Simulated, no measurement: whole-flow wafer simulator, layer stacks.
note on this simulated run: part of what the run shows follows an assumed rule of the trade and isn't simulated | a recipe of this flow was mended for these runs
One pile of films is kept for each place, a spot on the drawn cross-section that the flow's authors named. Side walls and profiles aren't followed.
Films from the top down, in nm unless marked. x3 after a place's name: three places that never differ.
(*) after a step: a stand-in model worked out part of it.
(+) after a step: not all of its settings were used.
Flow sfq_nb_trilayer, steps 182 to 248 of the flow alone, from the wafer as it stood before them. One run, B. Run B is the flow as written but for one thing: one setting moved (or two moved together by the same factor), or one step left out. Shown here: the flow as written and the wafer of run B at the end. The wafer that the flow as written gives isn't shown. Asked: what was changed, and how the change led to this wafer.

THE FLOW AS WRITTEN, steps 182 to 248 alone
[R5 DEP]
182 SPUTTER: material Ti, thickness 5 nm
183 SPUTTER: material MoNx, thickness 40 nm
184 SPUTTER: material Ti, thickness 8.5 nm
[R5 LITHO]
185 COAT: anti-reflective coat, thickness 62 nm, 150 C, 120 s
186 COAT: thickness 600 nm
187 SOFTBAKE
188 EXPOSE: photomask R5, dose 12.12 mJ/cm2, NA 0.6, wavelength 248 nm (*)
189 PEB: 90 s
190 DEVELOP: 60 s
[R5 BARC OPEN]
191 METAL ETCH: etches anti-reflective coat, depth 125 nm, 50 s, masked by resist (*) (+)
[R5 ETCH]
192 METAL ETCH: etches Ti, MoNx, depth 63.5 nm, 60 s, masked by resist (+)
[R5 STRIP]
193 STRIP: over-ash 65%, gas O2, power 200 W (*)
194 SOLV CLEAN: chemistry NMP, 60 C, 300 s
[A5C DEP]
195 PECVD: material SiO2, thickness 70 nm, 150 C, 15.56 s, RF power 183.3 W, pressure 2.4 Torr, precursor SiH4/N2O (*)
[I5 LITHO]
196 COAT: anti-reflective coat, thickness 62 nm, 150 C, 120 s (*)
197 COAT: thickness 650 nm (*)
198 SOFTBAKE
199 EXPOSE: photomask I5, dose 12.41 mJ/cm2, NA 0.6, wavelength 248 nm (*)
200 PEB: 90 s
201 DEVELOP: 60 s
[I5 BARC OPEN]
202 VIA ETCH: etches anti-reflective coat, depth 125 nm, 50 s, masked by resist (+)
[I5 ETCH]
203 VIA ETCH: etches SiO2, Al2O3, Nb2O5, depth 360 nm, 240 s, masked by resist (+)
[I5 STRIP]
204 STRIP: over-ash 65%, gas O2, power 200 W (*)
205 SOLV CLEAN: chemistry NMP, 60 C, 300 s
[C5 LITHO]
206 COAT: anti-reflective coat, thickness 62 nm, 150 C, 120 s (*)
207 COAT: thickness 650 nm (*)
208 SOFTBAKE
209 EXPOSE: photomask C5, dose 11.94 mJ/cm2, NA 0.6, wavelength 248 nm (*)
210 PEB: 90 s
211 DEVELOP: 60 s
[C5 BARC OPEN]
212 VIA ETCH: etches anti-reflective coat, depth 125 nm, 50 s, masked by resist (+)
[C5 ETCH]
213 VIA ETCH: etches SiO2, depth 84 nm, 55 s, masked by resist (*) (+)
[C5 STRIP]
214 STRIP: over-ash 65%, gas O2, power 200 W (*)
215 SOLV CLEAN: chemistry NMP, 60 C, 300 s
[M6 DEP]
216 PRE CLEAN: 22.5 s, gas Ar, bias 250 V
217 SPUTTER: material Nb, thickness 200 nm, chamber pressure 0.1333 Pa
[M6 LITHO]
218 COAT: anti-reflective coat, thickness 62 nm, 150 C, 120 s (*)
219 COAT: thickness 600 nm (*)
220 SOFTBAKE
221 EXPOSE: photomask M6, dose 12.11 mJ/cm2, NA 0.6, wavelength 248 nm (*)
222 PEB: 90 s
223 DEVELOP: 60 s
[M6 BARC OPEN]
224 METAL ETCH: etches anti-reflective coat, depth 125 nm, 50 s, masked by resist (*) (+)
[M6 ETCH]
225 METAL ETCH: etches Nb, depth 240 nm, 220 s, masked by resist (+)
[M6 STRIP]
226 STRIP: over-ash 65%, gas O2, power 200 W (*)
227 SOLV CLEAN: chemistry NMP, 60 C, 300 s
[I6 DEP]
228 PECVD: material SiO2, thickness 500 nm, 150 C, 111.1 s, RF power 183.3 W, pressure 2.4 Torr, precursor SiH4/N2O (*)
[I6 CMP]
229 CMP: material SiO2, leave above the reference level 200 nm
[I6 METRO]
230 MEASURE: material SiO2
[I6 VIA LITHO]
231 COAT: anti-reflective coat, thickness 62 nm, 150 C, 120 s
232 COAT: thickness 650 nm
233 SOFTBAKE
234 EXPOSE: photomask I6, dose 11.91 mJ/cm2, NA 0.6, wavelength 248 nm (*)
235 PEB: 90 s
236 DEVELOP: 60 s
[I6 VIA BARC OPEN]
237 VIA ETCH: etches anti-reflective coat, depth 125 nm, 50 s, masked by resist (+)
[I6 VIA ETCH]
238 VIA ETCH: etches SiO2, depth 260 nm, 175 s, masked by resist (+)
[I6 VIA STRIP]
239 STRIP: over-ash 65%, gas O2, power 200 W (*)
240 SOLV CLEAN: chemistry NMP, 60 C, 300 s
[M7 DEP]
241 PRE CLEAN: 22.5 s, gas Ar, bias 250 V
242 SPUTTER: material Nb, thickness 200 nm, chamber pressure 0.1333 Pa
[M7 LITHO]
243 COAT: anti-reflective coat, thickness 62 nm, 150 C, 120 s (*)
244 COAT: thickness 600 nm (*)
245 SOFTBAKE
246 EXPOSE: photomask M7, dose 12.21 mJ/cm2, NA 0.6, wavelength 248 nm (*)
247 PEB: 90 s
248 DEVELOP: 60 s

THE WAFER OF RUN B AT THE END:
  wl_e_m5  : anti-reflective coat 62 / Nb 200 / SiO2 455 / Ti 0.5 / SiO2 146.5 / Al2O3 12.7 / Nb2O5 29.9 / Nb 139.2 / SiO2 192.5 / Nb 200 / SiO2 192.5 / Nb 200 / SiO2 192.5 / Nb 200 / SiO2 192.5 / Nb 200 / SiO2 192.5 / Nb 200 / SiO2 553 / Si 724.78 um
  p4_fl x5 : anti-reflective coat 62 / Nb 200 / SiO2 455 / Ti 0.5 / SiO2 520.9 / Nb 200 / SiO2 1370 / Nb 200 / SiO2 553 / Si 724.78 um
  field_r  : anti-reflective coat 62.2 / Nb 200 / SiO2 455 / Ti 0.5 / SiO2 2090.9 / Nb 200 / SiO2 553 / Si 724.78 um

The cause: step 183, SPUTTER: thickness 50.5 nm was run, where the flow has thickness 40 nm.

How the change led to this, step by step:
  183 SPUTTER: material MoNx, thickness 40 nm
      field_l, v_sur, via_wl and 103 more: MoNx +50.5 (new film) (as written it would be: MoNx +40 (new film))
  192 METAL ETCH: etches Ti, MoNx, depth 63.5 nm, 60 s, masked by resist (+)
      field_l, v_sur, via_wl and 92 more: Ti -8.5 (all of it), MoNx -50.5 (all of it), Ti -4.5 (as written it would be: Ti -8.5 (all of it), MoNx -40 (all of it), Ti -5 (all of it), SiO2 -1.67)
      ce_l, c5j, ce_r, wl_jj: Ti -8.5 (all of it), MoNx -50.5 (all of it), Ti -4.5 (as written it would be: Ti -8.5 (all of it), MoNx -40 (all of it), Ti -5 (all of it), Nb -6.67)
  195 PECVD: material SiO2, thickness 70 nm, 150 C, 15.56 s, RF power 183.3 W, pressure 2.4 Torr, precursor SiH4/N2O (*)
      field_l, v_sur, via_wl and 92 more: SiO2 +70 (new film) (as written it would be: SiO2 +70)
  196 COAT: anti-reflective coat, thickness 62 nm, 150 C, 120 s (*)
      r5r_line_l, r5r_line_c, r5r_line_r: anti-reflective coat +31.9 (new film) (as written it would be: anti-reflective coat +35.5 (new film))
      wl_j_sl, wl_j_sr: anti-reflective coat +62 (new film) (as written it would be: anti-reflective coat +60.5 (new film))
      (and at 9 more places)
  203 VIA ETCH: etches SiO2, Al2O3, Nb2O5, depth 360 nm, 240 s, masked by resist (+)
      be: SiO2 -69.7 (all of it), Ti -0.5 (all of it), SiO2 -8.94 (as written it would be: SiO2 -214.5 (all of it), Al2O3 -12.7 (all of it), Nb2O5 -29.9 (all of it), Nb -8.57)
  204 STRIP: over-ash 65%, gas O2, power 200 W (*)
      r5r_line_l, r5r_line_c, r5r_line_r: KrF-resist-other-grade -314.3 (all of it), anti-reflective coat -31.9 (all of it) (as written it would be: KrF-resist-other-grade -314.5 (all of it), anti-reflective coat -35.5 (all of it))
      wl_j_sl, wl_j_sr: KrF-resist-other-grade -315.7 (all of it), anti-reflective coat -62 (all of it) (as written it would be: KrF-resist-other-grade -316.4 (all of it), anti-reflective coat -60.5 (all of it))
      (and at 9 more places)
  206 COAT: anti-reflective coat, thickness 62 nm, 150 C, 120 s (*)
      r5r_line_l, r5r_line_c, r5r_line_r: anti-reflective coat +31.9 (new film) (as written it would be: anti-reflective coat +35.5 (new film))
      wl_j_sl, wl_j_sr: anti-reflective coat +62 (new film) (as written it would be: anti-reflective coat +60.5 (new film))
      (and at 17 more places)
  207 COAT: thickness 650 nm (*)
      be: KrF-resist-other-grade +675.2 (new film) (as written it would be: KrF-resist-other-grade +815 (new film))
  212 VIA ETCH: etches anti-reflective coat, depth 125 nm, 50 s, masked by resist (+)
      c5j: anti-reflective coat -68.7 (all of it), SiO2 -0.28 (as written it would be: anti-reflective coat -73.7 (all of it), SiO2 -0.26)
  214 STRIP: over-ash 65%, gas O2, power 200 W (*)
      r5r_line_l, r5r_line_c, r5r_line_r: KrF-resist-other-grade -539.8 (all of it), anti-reflective coat -31.9 (all of it) (as written it would be: KrF-resist-other-grade -540 (all of it), anti-reflective coat -35.5 (all of it))
      wl_j_sl, wl_j_sr: KrF-resist-other-grade -541.2 (all of it), anti-reflective coat -62 (all of it) (as written it would be: KrF-resist-other-grade -541.9 (all of it), anti-reflective coat -60.5 (all of it))
      (and at 16 more places)
  216 PRE CLEAN: 22.5 s, gas Ar, bias 250 V
      be: SiO2 -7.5 (as written it would be: Nb -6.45)
  217 SPUTTER: material Nb, thickness 200 nm, chamber pressure 0.1333 Pa
      be: Nb +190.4 (new film) (as written it would be: Nb +145.8)
  218 COAT: anti-reflective coat, thickness 62 nm, 150 C, 120 s (*)
      r5r_line_l, r5r_line_c, r5r_line_r: anti-reflective coat +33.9 (new film) (as written it would be: anti-reflective coat +37.1 (new film))
      wl_j_sl, wl_j_sr: anti-reflective coat +62 (new film) (as written it would be: anti-reflective coat +60.5 (new film))
      (and at 19 more places)
  219 COAT: thickness 600 nm (*)
      via_v: KrF-resist-other-grade +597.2 (new film) (as written it would be: KrF-resist-other-grade +584.1 (new film))
      be: KrF-resist-other-grade +624.1 (new film) (as written it would be: KrF-resist-other-grade +795.2 (new film))
      (and at 1 more place)
  223 DEVELOP: 60 s
      gap: KrF-resist-other-grade -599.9 (all of it) (as written it would be: KrF-resist-other-grade -584.6 (all of it))
  224 METAL ETCH: etches anti-reflective coat, depth 125 nm, 50 s, masked by resist (*) (+)
      r5r_line_l, r5r_line_c, r5r_line_r: anti-reflective coat -33.9 (all of it) (as written it would be: anti-reflective coat -37.1 (all of it))
      r5r_spacepad_l, r5r_spacepad_r: anti-reflective coat -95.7 (all of it) (as written it would be: anti-reflective coat -90.8 (all of it))
      (and at 4 more places)
  ... 2 more steps ...
  229 CMP: material SiO2, leave above the reference level 200 nm
      r5r_line_l, r5r_spacepad_l, r5r_spacepad_r, r5r_line_c, r5r_line_r: SiO2 -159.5 (as written it would be: SiO2 -151.2)
      be_r, r_sur, r_end: SiO2 -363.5 (as written it would be: SiO2 -355.2)
      (and at 3 more places)
Counting metal films that touch as one body, wl_e_m5 has 8 bodies (between them, from the top down: SiO2 455; SiO2 146.5 / Al2O3 12.7 / Nb2O5 29.9; SiO2 192.5; SiO2 192.5; SiO2 192.5; SiO2 192.5; SiO2 192.5); the flow as written gives 7 bodies (between them, from the top down: SiO2 599.8 / Al2O3 12.7 / Nb2O5 29.9; SiO2 192.5; SiO2 192.5; SiO2 192.5; SiO2 192.5; SiO2 192.5).
Counting metal films that touch as one body, p4_fl x5 has 4 bodies (between them, from the top down: SiO2 455; SiO2 520.9; SiO2 1370); the flow as written gives 3 bodies (between them, from the top down: SiO2 974.2; SiO2 1370).
Counting metal films that touch as one body, field_r has 3 bodies (between them, from the top down: SiO2 455; SiO2 2090.9); the flow as written gives 2 bodies (between them, from the top down: SiO2 2544.2).
